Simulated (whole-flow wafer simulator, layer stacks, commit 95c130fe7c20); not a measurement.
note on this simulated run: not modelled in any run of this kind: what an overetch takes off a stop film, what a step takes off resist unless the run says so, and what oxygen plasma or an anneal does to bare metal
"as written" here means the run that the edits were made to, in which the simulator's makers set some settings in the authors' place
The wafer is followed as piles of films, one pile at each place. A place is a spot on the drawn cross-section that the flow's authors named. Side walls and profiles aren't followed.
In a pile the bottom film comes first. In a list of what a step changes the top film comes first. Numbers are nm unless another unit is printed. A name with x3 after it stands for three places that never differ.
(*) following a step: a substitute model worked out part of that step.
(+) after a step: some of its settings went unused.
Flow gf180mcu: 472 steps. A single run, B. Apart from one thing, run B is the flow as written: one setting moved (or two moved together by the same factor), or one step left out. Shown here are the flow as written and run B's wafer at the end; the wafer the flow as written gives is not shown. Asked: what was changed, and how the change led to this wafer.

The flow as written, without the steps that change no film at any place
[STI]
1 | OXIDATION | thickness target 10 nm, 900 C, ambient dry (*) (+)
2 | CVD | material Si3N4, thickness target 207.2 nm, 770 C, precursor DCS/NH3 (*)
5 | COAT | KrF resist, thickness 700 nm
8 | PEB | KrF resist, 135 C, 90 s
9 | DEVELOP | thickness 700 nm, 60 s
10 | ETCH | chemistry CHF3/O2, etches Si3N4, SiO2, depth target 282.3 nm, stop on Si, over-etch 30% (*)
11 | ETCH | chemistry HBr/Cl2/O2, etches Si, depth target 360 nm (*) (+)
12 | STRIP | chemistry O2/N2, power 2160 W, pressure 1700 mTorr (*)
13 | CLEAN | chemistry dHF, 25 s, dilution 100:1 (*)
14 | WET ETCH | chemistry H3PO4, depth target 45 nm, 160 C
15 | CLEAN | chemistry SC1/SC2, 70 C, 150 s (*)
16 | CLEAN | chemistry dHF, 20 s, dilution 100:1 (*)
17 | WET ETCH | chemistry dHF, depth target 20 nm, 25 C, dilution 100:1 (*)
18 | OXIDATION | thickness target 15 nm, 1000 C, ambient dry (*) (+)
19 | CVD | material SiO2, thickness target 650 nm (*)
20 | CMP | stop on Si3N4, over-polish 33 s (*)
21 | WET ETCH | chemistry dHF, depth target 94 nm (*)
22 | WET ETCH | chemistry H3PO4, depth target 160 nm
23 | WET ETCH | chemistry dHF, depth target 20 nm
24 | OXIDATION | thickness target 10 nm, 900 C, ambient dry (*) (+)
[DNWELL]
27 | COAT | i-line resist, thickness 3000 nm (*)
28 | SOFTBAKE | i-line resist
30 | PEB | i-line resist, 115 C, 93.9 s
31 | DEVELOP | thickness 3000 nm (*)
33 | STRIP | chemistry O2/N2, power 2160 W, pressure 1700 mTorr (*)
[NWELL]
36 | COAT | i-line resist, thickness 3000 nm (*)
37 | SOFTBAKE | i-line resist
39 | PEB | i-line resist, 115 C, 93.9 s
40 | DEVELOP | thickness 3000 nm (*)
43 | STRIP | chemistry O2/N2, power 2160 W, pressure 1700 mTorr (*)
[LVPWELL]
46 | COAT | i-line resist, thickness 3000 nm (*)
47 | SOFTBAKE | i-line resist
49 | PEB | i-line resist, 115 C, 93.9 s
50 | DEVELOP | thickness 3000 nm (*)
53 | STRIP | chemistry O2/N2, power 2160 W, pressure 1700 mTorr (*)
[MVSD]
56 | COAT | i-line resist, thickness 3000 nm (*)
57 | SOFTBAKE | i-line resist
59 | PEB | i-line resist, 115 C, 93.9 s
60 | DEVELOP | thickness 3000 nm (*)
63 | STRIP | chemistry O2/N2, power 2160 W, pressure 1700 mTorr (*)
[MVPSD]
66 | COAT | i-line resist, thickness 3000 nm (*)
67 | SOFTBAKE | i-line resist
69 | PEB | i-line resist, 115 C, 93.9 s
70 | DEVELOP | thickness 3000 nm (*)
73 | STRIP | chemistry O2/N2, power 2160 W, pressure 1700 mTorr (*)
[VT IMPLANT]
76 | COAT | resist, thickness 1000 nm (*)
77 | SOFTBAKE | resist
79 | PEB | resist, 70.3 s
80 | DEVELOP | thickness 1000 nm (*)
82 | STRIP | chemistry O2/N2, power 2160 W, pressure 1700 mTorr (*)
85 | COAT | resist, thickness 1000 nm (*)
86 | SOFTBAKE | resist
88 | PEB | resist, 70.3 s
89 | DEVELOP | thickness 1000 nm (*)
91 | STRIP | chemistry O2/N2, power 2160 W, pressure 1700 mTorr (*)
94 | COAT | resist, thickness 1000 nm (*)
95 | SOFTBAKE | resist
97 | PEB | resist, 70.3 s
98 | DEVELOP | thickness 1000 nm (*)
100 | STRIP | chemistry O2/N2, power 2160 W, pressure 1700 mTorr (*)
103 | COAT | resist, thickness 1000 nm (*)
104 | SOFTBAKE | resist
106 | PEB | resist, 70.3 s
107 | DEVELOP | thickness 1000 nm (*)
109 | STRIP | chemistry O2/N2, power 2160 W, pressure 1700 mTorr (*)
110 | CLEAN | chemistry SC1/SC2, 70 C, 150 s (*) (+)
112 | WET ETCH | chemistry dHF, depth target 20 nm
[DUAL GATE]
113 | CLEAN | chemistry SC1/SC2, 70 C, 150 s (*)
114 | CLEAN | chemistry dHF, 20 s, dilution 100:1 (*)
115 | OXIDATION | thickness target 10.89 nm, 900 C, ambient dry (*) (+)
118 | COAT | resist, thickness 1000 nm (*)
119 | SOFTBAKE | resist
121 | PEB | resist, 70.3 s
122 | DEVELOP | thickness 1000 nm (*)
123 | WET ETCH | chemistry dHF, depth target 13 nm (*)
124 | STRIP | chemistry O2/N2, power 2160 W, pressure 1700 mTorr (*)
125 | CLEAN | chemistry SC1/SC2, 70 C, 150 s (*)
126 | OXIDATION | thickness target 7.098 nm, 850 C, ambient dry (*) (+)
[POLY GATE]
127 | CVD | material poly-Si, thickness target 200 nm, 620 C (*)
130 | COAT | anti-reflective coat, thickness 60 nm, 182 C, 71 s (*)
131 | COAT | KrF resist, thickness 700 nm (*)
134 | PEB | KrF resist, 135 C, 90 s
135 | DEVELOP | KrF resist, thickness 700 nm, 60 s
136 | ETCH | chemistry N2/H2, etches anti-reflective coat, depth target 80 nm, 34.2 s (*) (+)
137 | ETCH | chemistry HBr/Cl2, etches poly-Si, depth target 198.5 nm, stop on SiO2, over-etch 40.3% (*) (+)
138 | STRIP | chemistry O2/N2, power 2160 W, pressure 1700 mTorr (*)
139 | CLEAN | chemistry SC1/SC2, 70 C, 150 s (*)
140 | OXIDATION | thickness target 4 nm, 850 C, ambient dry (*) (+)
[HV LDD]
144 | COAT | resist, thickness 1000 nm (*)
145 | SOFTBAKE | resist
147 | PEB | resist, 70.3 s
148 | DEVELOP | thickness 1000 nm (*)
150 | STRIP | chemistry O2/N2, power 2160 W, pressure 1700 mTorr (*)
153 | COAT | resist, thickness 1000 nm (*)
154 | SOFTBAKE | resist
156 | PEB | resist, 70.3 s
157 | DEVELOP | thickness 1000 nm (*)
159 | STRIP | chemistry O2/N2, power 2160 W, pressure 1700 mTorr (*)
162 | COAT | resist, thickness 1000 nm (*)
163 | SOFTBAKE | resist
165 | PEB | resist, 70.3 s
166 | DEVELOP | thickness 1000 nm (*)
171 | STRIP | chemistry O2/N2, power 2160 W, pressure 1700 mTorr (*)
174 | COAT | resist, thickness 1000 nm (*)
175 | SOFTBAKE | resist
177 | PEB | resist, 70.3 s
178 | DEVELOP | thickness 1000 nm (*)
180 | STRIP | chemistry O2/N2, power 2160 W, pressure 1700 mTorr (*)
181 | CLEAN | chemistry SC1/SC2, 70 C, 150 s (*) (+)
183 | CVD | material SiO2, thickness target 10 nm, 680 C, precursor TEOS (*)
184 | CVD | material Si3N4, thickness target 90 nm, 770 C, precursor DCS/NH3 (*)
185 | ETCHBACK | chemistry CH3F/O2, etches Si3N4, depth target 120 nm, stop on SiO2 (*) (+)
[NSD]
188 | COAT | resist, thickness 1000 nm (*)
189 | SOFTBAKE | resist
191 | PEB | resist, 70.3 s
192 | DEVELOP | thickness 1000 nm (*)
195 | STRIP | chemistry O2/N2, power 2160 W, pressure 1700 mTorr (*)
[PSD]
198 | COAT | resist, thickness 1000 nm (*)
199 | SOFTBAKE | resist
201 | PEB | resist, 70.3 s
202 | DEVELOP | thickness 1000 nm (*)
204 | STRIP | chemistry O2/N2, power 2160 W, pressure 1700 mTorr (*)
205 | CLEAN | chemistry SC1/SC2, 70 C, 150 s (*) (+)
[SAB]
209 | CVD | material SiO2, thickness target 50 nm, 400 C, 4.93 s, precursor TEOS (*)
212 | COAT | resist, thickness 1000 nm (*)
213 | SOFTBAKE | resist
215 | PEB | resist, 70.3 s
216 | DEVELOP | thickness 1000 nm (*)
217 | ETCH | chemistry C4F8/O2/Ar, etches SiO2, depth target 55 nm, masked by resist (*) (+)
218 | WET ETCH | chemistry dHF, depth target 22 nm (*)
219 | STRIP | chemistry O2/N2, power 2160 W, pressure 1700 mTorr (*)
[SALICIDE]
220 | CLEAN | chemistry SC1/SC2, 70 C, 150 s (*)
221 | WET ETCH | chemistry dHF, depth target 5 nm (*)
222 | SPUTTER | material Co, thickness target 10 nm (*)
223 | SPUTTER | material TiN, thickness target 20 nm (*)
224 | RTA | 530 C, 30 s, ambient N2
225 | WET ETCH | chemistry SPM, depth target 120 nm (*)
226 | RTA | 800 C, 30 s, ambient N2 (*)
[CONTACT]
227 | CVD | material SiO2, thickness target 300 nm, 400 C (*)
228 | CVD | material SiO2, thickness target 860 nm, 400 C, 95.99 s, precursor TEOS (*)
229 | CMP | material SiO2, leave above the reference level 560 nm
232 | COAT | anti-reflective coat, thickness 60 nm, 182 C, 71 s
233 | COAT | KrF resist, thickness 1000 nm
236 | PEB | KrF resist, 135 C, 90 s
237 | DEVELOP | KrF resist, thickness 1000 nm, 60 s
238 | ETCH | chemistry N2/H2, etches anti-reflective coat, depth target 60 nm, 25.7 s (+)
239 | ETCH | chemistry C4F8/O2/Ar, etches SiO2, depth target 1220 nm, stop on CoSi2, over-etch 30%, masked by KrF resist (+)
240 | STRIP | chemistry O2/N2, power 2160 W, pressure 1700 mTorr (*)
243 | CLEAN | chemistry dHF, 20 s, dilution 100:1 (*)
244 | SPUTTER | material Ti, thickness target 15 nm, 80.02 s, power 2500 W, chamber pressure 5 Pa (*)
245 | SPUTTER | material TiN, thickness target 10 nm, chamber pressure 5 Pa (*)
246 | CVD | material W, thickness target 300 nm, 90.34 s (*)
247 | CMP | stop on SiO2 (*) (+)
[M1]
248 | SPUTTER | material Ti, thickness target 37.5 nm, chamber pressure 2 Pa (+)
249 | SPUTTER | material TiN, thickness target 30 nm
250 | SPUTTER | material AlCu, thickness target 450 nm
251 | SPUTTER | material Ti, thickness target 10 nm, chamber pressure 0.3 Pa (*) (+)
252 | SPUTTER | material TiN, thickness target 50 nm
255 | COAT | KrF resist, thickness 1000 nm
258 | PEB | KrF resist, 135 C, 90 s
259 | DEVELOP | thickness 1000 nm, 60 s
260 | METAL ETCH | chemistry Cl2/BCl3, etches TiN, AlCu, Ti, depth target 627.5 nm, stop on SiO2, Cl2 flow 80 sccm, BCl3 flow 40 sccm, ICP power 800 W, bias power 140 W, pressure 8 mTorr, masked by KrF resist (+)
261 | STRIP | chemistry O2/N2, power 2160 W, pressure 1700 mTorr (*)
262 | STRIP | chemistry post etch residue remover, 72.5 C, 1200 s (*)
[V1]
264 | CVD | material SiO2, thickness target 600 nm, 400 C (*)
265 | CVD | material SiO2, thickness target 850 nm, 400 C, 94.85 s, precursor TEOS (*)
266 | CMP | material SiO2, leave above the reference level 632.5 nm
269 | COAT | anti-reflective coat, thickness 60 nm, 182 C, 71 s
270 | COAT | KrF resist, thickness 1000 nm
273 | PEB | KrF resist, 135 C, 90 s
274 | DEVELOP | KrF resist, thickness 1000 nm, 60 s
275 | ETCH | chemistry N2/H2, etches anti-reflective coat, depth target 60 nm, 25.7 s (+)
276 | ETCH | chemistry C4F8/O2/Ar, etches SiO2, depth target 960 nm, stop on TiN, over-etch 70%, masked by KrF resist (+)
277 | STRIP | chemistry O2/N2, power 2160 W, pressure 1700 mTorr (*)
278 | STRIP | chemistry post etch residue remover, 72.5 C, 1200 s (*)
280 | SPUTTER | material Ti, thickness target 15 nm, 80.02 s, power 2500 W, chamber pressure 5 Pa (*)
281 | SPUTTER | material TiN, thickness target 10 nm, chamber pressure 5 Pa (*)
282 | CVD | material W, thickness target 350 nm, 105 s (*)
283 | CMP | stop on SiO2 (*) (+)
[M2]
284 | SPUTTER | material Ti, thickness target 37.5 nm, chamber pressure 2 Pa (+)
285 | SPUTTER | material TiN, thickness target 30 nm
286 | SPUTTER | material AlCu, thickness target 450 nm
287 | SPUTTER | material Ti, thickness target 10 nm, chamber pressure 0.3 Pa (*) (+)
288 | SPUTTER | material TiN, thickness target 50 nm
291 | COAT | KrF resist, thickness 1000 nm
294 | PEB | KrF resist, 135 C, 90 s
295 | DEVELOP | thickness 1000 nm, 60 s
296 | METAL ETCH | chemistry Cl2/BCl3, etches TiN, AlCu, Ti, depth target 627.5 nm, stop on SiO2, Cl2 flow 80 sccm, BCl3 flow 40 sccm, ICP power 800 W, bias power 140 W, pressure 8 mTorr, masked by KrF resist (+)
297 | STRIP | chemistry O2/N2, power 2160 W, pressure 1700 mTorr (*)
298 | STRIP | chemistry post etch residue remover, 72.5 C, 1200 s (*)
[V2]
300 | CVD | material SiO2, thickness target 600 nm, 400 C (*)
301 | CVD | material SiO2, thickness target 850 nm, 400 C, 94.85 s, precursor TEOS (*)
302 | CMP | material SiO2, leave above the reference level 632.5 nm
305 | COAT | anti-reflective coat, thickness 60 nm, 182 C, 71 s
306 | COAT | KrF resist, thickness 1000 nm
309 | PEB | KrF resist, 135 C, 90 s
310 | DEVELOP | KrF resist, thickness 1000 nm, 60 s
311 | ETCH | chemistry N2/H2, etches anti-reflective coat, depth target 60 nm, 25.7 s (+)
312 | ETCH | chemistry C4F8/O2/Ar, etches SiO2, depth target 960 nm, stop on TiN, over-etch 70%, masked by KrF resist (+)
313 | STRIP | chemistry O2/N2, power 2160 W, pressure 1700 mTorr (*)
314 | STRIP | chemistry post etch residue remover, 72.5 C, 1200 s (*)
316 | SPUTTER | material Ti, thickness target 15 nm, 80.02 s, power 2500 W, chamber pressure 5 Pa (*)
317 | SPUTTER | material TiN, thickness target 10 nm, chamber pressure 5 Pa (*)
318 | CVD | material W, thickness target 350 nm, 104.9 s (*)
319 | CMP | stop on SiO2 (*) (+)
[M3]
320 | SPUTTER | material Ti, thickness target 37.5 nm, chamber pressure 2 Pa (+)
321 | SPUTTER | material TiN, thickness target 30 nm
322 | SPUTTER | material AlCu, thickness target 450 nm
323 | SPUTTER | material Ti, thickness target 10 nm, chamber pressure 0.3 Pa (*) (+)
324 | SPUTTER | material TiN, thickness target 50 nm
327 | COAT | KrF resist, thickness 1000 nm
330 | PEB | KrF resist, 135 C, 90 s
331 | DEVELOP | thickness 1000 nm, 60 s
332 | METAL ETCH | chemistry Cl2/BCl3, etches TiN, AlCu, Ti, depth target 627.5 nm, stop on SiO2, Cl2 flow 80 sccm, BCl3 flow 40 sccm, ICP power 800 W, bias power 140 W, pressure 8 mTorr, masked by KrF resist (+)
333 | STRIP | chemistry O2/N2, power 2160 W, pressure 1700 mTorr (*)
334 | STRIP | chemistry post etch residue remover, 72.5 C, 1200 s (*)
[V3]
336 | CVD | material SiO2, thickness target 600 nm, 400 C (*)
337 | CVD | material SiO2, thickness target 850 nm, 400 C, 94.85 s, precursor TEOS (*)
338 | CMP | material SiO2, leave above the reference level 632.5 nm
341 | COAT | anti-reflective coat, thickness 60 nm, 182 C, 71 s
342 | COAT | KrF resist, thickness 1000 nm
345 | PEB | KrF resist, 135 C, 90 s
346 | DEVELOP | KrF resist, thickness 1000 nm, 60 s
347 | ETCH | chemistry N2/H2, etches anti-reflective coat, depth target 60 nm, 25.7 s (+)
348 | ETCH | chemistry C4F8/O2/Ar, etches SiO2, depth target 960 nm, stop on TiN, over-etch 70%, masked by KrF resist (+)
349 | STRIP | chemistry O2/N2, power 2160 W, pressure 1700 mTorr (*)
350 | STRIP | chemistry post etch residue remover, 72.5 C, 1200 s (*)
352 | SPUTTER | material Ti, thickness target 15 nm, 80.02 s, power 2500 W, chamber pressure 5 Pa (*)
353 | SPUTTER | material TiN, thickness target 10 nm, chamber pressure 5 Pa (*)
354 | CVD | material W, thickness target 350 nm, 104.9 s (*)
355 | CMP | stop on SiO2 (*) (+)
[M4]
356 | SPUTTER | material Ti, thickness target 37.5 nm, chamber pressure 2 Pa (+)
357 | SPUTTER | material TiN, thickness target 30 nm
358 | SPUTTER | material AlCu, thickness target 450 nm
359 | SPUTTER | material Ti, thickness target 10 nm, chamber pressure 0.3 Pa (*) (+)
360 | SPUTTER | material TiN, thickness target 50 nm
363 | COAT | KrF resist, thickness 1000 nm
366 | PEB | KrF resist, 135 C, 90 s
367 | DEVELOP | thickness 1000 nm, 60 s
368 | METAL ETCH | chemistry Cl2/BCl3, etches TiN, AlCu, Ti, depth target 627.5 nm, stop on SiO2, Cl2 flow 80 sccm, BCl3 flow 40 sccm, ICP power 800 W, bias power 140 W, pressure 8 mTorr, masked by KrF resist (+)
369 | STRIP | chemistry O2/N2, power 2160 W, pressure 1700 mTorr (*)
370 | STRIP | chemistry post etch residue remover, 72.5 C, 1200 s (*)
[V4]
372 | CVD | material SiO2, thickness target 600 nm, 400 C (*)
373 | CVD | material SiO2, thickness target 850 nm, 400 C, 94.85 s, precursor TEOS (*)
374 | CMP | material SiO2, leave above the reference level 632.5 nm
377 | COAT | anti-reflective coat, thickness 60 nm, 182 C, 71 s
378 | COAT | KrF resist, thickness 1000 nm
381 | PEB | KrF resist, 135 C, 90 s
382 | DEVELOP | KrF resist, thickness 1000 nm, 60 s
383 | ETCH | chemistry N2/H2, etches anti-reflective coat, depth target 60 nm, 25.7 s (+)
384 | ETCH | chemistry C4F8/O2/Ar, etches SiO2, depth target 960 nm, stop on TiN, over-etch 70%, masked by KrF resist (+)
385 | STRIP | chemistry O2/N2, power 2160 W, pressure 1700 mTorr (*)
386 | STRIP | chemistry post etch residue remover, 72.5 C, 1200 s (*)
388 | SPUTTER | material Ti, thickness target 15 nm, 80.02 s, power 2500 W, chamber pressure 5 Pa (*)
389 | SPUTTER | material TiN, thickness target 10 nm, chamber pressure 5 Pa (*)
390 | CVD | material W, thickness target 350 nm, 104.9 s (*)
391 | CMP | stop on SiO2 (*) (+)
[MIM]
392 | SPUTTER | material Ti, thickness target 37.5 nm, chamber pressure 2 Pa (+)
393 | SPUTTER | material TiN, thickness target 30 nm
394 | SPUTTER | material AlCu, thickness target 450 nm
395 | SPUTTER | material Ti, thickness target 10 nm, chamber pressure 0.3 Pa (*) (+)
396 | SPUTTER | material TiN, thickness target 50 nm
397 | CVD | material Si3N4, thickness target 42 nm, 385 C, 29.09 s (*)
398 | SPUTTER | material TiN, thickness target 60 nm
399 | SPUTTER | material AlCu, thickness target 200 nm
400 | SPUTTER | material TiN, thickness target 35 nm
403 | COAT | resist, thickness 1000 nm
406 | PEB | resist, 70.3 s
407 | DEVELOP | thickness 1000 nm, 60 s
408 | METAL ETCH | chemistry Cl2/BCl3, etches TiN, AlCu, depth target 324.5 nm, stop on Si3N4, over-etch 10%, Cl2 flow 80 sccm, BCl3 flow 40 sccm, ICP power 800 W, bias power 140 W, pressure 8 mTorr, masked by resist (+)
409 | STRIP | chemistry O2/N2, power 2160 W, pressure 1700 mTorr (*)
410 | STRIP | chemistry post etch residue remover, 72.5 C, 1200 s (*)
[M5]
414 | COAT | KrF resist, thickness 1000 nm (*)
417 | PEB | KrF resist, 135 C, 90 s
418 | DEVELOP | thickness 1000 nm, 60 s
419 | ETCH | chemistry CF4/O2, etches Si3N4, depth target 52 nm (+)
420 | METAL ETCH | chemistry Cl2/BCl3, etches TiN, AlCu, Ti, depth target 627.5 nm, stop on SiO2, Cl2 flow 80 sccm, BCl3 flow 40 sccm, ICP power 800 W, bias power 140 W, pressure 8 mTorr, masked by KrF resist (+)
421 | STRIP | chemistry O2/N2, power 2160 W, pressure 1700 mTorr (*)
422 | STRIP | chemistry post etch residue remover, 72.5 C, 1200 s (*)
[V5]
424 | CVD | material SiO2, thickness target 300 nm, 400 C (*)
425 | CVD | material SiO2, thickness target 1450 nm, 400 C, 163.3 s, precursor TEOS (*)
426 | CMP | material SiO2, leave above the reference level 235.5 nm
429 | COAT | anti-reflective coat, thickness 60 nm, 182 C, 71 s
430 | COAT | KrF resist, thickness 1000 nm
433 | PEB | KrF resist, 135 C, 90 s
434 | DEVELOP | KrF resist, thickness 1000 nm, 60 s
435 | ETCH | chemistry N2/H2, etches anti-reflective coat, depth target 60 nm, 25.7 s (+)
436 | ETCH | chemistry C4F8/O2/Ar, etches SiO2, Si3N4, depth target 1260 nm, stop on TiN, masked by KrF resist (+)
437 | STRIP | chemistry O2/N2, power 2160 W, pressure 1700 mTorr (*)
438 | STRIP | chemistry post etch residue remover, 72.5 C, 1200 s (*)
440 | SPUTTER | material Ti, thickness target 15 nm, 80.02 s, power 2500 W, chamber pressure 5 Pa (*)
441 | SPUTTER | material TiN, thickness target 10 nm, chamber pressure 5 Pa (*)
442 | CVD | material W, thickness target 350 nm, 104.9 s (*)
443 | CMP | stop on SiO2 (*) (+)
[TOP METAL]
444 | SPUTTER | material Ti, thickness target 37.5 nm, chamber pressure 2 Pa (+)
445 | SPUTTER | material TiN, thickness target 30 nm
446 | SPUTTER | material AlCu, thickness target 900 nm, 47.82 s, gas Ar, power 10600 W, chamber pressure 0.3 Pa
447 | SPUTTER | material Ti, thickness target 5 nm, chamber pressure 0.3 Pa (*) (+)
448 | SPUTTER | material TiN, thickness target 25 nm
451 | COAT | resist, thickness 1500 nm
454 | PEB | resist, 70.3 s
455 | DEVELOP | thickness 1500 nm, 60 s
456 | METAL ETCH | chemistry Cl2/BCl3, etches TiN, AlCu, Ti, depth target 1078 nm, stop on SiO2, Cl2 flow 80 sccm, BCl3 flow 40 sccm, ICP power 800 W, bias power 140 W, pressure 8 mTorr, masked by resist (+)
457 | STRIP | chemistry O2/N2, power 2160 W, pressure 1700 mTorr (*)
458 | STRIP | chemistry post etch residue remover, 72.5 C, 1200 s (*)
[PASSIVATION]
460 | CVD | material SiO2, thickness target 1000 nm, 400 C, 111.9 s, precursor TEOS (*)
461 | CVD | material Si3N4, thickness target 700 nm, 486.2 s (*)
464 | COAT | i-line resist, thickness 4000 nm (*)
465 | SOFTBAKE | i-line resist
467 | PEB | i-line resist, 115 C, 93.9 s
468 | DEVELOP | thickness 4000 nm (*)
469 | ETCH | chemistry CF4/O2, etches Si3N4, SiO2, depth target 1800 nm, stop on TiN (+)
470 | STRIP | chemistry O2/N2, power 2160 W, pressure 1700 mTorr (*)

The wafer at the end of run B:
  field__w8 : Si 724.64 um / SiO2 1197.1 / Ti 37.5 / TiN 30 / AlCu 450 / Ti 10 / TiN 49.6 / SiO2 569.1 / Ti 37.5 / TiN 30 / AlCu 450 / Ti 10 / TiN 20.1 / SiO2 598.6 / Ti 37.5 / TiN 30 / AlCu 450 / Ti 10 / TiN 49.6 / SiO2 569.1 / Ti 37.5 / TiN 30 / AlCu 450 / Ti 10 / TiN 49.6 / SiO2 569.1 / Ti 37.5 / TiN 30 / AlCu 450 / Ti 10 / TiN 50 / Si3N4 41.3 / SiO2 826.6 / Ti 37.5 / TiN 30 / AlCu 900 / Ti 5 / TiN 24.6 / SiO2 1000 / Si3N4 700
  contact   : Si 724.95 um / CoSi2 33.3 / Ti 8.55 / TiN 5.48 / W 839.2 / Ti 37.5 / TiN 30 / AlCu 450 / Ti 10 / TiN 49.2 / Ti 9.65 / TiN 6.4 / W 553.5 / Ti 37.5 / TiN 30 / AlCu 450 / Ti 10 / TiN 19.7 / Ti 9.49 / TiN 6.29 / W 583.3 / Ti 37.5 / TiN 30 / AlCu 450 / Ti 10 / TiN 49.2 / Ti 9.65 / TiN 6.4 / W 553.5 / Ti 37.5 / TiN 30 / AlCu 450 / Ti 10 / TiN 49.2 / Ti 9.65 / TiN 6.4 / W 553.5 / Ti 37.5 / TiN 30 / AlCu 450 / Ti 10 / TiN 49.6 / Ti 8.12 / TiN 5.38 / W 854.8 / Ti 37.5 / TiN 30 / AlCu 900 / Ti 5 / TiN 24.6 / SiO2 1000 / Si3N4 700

The reason: step 288, SPUTTER: thickness target 20.5 nm was run, while the flow as written has thickness target 50 nm.

How this came from the change, step by step:
  288 | SPUTTER | material TiN, thickness target 50 nm
      field, field__w1, field__w2 and 108 more: +20.5 TiN (new film) (in the flow as written it would be: +50 TiN (new film))
  296 | METAL ETCH | chemistry Cl2/BCl3, etches TiN, AlCu, Ti, depth target 627.5 nm, stop on SiO2, Cl2 flow 80 sccm, BCl3 flow 40 sccm, ICP power 800 W, bias power 140 W, pressure 8 mTorr, masked by KrF resist (+)
      field, field__w1, field__w2 and 103 more: -20.5 TiN (all of it), -10 Ti (all of it), -450 AlCu (all of it), -30 TiN (all of it), -37.5 Ti (all of it) (in the flow as written it would be: -50 TiN (all of it), -10 Ti (all of it), -450 AlCu (all of it), -30 TiN (all of it), -37.5 Ti (all of it))
  302 | CMP | material SiO2, leave above the reference level 632.5 nm
      field__w8, contact, m1, m1__w1, m1_nw: -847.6 SiO2 (in the flow as written it would be: -877.1 SiO2)
  312 | ETCH | chemistry C4F8/O2/Ar, etches SiO2, depth target 960 nm, stop on TiN, over-etch 70%, masked by KrF resist (+)
      contact: -602 SiO2 (all of it) (in the flow as written it would be: -572.5 SiO2 (all of it))
  318 | CVD | material W, thickness target 350 nm, 104.9 s (*)
      contact: +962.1 W (new film) (in the flow as written it would be: +932.3 W (new film))
